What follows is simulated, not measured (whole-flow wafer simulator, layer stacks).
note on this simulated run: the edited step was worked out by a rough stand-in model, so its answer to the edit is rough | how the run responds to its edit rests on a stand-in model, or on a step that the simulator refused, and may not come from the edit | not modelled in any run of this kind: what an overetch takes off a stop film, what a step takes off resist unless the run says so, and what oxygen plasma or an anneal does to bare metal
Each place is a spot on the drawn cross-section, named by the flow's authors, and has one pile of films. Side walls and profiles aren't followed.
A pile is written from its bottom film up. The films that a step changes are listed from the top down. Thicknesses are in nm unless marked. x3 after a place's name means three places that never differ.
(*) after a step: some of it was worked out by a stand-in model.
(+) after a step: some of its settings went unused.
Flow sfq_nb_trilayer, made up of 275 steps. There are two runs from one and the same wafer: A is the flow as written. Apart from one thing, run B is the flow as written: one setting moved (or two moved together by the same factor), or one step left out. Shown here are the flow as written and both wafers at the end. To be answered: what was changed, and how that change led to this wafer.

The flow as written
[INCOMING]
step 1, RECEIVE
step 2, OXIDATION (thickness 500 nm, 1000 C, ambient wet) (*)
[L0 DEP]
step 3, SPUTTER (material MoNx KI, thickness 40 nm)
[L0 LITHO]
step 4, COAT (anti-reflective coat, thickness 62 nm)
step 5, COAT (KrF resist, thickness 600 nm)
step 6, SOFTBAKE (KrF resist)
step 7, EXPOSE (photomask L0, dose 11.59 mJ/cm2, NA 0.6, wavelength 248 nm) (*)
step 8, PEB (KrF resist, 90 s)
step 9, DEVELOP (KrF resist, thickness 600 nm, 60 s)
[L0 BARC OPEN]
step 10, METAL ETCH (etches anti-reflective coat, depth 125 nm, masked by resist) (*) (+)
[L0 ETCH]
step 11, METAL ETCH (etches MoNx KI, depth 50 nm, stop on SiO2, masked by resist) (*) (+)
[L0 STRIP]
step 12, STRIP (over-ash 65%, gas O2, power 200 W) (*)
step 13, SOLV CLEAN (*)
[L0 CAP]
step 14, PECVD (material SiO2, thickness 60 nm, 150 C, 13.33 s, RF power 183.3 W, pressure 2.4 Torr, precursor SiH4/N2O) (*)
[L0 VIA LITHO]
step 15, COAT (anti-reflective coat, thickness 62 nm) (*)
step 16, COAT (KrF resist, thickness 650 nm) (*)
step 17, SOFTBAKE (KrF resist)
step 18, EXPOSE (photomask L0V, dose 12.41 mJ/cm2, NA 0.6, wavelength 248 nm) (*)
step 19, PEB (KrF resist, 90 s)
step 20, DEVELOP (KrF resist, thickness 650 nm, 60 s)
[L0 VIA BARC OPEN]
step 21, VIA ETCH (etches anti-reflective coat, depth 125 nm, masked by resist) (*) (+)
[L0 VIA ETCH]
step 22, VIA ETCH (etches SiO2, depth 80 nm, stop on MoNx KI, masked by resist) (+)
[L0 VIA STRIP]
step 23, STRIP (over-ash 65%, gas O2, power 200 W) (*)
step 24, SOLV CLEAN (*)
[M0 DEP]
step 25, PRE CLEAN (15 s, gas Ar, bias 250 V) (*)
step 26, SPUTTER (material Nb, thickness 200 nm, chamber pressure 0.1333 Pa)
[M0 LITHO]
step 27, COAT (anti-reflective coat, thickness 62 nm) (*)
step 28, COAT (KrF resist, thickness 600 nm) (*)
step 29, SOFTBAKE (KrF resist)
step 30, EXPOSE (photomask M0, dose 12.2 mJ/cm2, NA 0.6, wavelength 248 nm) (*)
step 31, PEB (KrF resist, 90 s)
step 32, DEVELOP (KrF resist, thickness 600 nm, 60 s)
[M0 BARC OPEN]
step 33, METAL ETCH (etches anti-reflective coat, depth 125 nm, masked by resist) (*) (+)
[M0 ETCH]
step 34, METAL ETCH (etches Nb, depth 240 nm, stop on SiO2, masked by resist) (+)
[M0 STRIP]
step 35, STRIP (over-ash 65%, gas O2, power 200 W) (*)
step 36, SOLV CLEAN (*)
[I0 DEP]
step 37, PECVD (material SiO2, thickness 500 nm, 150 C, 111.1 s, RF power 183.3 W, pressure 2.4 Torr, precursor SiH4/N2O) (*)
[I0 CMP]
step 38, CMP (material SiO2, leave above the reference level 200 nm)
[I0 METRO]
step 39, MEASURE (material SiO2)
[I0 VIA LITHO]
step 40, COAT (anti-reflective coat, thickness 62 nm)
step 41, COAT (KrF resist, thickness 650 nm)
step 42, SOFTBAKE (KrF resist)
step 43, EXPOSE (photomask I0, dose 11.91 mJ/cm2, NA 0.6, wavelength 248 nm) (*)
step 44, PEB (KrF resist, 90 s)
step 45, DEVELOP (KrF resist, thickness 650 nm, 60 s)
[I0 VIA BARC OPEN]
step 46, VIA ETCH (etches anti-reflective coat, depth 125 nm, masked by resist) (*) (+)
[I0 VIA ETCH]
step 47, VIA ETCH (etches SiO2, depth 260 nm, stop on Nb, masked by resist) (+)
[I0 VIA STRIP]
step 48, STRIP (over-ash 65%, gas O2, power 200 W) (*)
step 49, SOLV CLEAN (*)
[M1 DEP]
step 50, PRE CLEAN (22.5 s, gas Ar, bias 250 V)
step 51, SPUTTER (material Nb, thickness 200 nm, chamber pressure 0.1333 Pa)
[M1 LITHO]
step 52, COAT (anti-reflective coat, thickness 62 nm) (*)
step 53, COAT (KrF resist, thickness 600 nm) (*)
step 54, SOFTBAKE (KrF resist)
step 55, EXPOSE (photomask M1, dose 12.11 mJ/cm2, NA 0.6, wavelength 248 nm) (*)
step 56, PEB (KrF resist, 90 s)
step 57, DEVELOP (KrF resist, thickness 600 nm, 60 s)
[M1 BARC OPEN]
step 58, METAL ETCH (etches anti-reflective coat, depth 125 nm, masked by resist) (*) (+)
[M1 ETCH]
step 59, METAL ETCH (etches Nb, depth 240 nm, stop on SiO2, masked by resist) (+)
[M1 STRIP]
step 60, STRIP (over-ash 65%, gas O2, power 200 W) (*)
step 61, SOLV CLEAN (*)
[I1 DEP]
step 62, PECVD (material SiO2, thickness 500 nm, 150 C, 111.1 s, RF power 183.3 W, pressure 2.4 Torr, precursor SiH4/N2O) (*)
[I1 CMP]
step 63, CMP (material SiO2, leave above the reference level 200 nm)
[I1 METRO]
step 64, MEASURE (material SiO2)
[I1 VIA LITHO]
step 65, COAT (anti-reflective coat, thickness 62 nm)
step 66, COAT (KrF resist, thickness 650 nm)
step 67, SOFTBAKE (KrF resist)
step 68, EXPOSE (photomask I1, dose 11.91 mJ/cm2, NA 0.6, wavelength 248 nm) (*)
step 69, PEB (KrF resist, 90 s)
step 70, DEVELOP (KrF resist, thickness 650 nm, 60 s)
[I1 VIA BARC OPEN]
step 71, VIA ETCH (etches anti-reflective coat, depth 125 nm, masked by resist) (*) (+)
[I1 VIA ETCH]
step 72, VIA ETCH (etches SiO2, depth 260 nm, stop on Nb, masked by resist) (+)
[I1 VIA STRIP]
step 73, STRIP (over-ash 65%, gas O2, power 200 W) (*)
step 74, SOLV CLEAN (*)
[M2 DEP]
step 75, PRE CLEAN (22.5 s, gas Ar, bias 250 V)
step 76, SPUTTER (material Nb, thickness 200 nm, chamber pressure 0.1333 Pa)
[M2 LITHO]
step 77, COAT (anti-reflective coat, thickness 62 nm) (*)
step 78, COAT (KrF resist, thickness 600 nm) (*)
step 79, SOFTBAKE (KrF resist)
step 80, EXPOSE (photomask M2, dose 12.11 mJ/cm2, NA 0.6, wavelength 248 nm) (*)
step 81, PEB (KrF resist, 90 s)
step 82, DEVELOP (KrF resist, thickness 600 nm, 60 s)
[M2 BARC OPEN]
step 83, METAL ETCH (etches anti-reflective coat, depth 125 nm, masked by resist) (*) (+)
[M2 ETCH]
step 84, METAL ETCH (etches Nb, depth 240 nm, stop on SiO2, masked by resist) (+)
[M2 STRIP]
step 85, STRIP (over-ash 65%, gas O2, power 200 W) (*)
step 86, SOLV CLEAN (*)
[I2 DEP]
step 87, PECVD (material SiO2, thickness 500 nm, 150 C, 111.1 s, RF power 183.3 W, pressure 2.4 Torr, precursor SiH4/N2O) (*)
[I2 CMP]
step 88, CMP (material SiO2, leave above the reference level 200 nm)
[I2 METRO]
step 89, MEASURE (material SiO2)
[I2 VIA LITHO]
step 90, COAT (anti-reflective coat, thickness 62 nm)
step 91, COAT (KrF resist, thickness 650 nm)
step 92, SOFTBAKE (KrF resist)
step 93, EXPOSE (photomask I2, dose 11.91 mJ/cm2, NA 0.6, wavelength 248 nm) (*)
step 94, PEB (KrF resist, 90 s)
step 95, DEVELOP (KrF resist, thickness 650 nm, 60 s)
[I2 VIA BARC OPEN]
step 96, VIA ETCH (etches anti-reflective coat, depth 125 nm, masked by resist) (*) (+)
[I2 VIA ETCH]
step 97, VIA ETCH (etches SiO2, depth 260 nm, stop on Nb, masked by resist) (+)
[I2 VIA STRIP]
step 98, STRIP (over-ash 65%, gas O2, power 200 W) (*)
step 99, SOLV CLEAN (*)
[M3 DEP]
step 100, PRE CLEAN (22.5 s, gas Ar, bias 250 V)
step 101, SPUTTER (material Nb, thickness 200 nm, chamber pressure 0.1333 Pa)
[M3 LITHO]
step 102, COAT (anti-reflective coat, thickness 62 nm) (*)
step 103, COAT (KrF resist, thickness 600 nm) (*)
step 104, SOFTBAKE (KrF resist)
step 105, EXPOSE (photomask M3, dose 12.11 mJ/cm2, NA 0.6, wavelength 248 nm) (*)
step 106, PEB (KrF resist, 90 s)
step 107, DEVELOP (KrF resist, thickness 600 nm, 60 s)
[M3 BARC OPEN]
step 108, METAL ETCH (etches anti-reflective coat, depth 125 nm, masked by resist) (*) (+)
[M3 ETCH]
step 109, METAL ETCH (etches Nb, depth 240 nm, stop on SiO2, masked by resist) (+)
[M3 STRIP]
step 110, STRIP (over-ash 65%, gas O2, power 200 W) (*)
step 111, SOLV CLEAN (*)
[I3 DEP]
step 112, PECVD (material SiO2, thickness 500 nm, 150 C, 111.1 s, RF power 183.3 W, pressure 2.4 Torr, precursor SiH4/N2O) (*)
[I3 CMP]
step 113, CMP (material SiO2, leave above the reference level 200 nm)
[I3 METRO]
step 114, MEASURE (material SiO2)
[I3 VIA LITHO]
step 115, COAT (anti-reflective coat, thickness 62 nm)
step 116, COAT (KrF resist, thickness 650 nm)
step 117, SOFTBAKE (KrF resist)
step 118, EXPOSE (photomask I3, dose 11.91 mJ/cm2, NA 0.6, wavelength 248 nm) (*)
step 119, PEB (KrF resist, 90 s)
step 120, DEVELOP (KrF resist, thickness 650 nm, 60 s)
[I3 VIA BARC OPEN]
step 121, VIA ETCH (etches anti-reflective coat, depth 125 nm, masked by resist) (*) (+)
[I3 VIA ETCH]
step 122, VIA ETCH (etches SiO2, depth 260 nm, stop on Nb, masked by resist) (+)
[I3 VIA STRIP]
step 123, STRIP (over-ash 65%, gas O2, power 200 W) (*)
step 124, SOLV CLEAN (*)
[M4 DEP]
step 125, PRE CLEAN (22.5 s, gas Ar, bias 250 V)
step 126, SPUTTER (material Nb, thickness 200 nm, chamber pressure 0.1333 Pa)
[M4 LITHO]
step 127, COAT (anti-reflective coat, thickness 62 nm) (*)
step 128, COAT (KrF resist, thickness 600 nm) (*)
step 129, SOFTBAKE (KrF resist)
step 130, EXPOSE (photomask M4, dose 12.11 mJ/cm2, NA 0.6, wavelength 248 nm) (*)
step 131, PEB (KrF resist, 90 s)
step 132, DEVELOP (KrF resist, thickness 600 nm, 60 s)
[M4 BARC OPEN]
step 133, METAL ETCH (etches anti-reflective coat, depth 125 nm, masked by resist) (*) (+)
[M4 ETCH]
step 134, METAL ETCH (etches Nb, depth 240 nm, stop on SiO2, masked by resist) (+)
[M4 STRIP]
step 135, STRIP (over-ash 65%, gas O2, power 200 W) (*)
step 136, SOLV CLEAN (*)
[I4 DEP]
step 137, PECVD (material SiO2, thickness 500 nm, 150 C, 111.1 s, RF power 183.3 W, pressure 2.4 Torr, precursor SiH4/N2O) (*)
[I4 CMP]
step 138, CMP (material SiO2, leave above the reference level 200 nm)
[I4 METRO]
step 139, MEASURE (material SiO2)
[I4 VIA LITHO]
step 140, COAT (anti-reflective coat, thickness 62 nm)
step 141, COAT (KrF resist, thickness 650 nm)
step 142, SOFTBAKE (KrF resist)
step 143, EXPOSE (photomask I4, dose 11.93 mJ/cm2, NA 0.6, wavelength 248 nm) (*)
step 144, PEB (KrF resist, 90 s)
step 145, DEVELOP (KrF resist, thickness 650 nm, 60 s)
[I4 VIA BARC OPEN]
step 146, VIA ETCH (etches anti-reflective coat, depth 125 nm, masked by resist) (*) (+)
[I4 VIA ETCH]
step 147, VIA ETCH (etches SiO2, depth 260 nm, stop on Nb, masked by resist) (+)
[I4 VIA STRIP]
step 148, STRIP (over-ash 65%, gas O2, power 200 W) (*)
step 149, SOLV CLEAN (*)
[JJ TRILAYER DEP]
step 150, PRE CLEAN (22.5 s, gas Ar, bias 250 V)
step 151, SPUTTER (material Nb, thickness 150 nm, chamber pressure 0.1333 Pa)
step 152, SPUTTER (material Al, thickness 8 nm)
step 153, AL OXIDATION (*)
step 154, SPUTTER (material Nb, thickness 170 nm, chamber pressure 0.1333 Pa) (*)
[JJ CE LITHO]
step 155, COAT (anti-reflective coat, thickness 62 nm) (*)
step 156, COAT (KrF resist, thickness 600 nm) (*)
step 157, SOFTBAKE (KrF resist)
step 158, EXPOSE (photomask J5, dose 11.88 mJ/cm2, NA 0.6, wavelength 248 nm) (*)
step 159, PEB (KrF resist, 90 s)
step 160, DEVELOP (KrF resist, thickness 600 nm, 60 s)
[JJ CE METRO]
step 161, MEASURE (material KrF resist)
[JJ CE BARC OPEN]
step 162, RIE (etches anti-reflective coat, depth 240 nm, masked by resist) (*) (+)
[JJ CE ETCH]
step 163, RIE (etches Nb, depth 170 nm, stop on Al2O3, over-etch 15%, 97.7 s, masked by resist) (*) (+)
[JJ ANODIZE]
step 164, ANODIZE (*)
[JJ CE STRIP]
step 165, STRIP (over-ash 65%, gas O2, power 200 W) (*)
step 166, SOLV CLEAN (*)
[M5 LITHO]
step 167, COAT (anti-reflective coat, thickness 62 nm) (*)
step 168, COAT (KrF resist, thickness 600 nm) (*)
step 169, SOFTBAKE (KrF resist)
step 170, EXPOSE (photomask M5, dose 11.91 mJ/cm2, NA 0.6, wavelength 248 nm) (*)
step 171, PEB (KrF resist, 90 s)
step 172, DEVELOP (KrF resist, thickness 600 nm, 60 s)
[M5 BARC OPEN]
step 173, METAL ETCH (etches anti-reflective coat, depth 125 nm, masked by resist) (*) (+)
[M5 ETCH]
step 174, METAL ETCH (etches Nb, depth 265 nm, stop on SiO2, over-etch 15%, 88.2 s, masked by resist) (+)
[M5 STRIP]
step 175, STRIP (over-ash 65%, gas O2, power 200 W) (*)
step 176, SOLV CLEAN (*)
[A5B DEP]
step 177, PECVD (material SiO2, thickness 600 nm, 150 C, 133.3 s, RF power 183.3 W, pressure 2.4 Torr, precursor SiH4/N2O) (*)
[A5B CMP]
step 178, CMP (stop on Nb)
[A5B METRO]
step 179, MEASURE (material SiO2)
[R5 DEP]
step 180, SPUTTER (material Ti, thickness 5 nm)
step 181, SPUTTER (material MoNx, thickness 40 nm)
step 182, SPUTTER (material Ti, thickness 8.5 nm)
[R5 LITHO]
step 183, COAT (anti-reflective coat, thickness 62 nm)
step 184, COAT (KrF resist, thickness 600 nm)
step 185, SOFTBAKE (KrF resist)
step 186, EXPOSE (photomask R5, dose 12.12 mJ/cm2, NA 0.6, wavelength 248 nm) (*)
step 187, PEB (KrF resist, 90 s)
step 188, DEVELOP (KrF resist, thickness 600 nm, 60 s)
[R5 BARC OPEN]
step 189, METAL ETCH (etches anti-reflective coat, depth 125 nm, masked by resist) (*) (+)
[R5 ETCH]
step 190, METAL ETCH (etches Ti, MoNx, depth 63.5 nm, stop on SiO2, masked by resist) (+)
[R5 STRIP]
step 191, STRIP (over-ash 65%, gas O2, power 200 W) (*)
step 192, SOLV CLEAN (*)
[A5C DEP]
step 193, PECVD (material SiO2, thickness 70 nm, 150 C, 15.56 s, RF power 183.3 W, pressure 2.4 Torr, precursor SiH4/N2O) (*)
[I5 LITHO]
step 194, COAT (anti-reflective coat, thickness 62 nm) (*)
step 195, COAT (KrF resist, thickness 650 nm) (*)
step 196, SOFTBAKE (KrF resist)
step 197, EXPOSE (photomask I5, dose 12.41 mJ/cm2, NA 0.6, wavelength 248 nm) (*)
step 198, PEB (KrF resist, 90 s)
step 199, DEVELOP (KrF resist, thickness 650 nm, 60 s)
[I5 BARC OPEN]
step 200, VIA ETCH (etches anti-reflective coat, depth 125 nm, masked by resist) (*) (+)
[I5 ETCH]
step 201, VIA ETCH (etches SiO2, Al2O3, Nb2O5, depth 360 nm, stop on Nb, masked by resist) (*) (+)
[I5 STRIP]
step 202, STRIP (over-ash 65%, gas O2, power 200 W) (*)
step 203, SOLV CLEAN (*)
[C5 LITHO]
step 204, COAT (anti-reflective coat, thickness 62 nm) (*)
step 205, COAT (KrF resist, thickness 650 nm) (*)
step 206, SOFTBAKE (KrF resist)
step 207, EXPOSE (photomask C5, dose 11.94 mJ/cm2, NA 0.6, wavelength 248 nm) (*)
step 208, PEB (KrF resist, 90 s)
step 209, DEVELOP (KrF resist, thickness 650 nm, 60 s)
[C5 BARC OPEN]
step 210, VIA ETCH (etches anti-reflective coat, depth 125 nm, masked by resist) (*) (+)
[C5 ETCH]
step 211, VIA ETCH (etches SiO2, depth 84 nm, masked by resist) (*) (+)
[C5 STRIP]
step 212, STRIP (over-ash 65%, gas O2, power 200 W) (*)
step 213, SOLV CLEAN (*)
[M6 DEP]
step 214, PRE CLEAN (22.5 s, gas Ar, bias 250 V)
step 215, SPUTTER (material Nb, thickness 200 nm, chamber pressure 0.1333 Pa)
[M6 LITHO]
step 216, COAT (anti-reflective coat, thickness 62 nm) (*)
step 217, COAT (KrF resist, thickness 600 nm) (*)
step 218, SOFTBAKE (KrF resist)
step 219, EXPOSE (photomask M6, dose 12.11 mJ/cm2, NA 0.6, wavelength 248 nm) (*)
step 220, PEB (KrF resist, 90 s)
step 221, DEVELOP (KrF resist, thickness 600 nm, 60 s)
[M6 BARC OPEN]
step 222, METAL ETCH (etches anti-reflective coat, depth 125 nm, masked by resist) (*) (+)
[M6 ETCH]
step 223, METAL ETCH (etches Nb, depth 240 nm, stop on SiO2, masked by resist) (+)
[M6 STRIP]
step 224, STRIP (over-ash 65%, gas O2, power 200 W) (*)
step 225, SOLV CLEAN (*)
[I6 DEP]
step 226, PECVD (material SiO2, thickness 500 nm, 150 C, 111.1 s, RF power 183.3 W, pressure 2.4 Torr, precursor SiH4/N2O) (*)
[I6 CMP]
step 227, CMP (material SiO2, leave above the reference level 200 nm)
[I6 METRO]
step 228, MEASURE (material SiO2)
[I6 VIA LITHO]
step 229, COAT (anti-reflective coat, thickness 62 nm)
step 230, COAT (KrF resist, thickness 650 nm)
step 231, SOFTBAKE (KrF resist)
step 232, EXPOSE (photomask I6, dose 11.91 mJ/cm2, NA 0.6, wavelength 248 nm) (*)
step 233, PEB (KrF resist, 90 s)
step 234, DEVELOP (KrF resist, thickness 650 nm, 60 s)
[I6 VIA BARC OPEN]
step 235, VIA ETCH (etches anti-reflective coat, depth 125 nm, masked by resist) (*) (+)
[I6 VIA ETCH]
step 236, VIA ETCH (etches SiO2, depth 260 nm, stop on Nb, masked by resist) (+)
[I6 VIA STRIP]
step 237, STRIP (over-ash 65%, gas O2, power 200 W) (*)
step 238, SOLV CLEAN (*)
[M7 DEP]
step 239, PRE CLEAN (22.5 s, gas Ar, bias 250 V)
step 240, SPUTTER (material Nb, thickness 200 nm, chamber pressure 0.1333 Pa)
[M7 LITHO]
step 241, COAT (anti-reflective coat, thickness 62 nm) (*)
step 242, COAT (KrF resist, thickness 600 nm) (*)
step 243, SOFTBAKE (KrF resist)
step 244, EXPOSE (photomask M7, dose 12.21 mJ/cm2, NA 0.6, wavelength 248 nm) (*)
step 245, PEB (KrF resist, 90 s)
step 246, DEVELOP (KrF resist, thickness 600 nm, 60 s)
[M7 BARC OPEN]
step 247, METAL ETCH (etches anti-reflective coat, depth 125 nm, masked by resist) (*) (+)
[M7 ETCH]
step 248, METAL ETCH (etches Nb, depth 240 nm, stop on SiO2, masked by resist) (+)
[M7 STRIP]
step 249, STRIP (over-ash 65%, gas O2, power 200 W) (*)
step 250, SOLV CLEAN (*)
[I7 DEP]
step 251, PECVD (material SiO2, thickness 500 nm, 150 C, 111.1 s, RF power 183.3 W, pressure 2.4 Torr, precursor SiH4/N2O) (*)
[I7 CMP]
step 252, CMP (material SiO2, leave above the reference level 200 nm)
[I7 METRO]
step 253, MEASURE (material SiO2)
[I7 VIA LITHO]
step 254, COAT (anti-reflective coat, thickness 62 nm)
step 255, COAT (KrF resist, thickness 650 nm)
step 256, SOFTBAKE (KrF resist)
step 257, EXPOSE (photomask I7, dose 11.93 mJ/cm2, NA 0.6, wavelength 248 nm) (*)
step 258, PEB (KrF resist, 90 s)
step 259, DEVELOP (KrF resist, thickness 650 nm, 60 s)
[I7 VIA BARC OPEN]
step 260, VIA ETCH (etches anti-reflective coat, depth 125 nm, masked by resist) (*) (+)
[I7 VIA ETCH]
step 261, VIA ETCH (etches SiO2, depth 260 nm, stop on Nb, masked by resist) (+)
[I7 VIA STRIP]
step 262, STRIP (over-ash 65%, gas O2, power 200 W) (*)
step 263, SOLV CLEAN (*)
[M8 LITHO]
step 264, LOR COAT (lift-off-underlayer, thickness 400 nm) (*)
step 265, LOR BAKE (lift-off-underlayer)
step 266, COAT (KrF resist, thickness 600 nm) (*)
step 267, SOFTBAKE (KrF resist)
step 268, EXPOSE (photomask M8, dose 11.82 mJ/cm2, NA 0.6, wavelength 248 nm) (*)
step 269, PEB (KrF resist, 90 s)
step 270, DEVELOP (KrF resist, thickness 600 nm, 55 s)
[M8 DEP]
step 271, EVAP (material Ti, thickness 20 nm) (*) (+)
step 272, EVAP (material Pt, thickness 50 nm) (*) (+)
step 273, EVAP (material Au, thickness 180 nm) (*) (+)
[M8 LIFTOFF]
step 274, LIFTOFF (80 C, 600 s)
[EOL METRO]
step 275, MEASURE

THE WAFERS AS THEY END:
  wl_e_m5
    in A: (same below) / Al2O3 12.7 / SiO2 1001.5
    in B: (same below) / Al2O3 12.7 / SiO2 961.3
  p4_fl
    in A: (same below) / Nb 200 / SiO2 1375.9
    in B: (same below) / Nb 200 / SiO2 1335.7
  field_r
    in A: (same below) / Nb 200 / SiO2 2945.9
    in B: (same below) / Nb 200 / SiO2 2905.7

The reason: step 193, PECVD: thickness 29.8 nm was run, while the flow as written has thickness 70 nm; step 193, PECVD: 6.611 s was run, where the flow has 15.56 s.

Step by step, how the change led to this:
  step 193, PECVD (material SiO2, thickness 70 nm, 150 C, 15.56 s, RF power 183.3 W, pressure 2.4 Torr, precursor SiH4/N2O) (*)
      field_l, v_sur, via_wl and 92 more: A +70 SiO2 | B +29.8 SiO2
      ce_l, c5j, ce_r and 8 more: A +70 SiO2 (new film) | B +29.8 SiO2 (new film)
  step 194, COAT (anti-reflective coat, thickness 62 nm) (*)
      r5r_spacepad_l, r5r_spacepad_r: A +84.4 anti-reflective coat (new film) | B +82.7 anti-reflective coat (new film)
      r5r_line_c, r5r_line_r: A +49.4 anti-reflective coat (new film) | B +48.4 anti-reflective coat (new film)
      (as well as at 1 more place)
  step 201, VIA ETCH (etches SiO2, Al2O3, Nb2O5, depth 360 nm, stop on Nb, masked by resist) (*) (+)
      be: A -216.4 SiO2 (all of it), -12.7 Al2O3 (all of it), -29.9 Nb2O5 (all of it) | B -176.2 SiO2 (all of it), -12.7 Al2O3 (all of it), -29.9 Nb2O5 (all of it)
  step 202, STRIP (over-ash 65%, gas O2, power 200 W) (*)
      r5r_spacepad_l, r5r_spacepad_r: A -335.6 KrF resist (all of it), -84.4 anti-reflective coat (all of it) | B -336 KrF resist (all of it), -82.7 anti-reflective coat (all of it)
      r5r_line_c, r5r_line_r: A -317.5 KrF resist (all of it), -49.4 anti-reflective coat (all of it) | B -317.2 KrF resist (all of it), -48.4 anti-reflective coat (all of it)
      (as well as at 1 more place)
  step 204, COAT (anti-reflective coat, thickness 62 nm) (*)
      r5r_spacepad_l, r5r_spacepad_r: A +84.4 anti-reflective coat (new film) | B +82.7 anti-reflective coat (new film)
      r5r_line_c, r5r_line_r: A +49.4 anti-reflective coat (new film) | B +48.4 anti-reflective coat (new film)
      (as well as at 4 more places)
  step 205, COAT (KrF resist, thickness 650 nm) (*)
      be: A +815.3 KrF resist (new film) | B +786.6 KrF resist (new film)
  step 211, VIA ETCH (etches SiO2, depth 84 nm, masked by resist) (*) (+)
      field_l, v_sur, via_wl and 101 more: A -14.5 KrF resist | B -7.67 KrF resist
      c5j: A -69.9 SiO2 (all of it), -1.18 Nb | B -29.7 SiO2 (all of it), -1.23 Nb
      (as well as at 1 more place)
  step 212, STRIP (over-ash 65%, gas O2, power 200 W) (*)
      r5r_spacepad_l, r5r_spacepad_r: A -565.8 KrF resist (all of it), -84.4 anti-reflective coat (all of it) | B -572.9 KrF resist (all of it), -82.7 anti-reflective coat (all of it)
      r5r_line_c, r5r_line_r: A -547.6 KrF resist (all of it), -49.4 anti-reflective coat (all of it) | B -554.1 KrF resist (all of it), -48.4 anti-reflective coat (all of it)
      (as well as at 4 more places)
  step 215, SPUTTER (material Nb, thickness 200 nm, chamber pressure 0.1333 Pa)
      be: A +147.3 Nb | B +156.6 Nb
      c5j: A +188.4 Nb | B +200 Nb
      (as well as at 1 more place)
  step 216, COAT (anti-reflective coat, thickness 62 nm) (*)
      wire: A +48.3 anti-reflective coat (new film) | B +49.5 anti-reflective coat (new film)
      be: A +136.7 anti-reflective coat (new film) | B +129.2 anti-reflective coat (new film)
      (as well as at 9 more places)
  step 217, COAT (KrF resist, thickness 600 nm) (*)
      be: A +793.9 KrF resist (new film) | B +759.5 KrF resist (new film)
      c5j: A +636 KrF resist (new film) | B +619.2 KrF resist (new film)
      (as well as at 1 more place)
  step 224, STRIP (over-ash 65%, gas O2, power 200 W) (*)
      wire: A -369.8 KrF resist (all of it), -48.3 anti-reflective coat (all of it) | B -373.3 KrF resist (all of it), -49.5 anti-reflective coat (all of it)
      be: A -575.8 KrF resist (all of it), -136.7 anti-reflective coat (all of it) | B -541.5 KrF resist (all of it), -129.2 anti-reflective coat (all of it)
      (as well as at 9 more places)
  step 226, PECVD (material SiO2, thickness 500 nm, 150 C, 111.1 s, RF power 183.3 W, pressure 2.4 Torr, precursor SiH4/N2O) (*)
      be: A +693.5 SiO2 (new film) | B +644 SiO2 (new film)
      c5j: A +514.7 SiO2 (new film) | B +500 SiO2 (new film)
  step 227, CMP (material SiO2, leave above the reference level 200 nm)
      c5j: A -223 SiO2 | B -260 SiO2
      res: A -279.4 SiO2 | B -326.7 SiO2
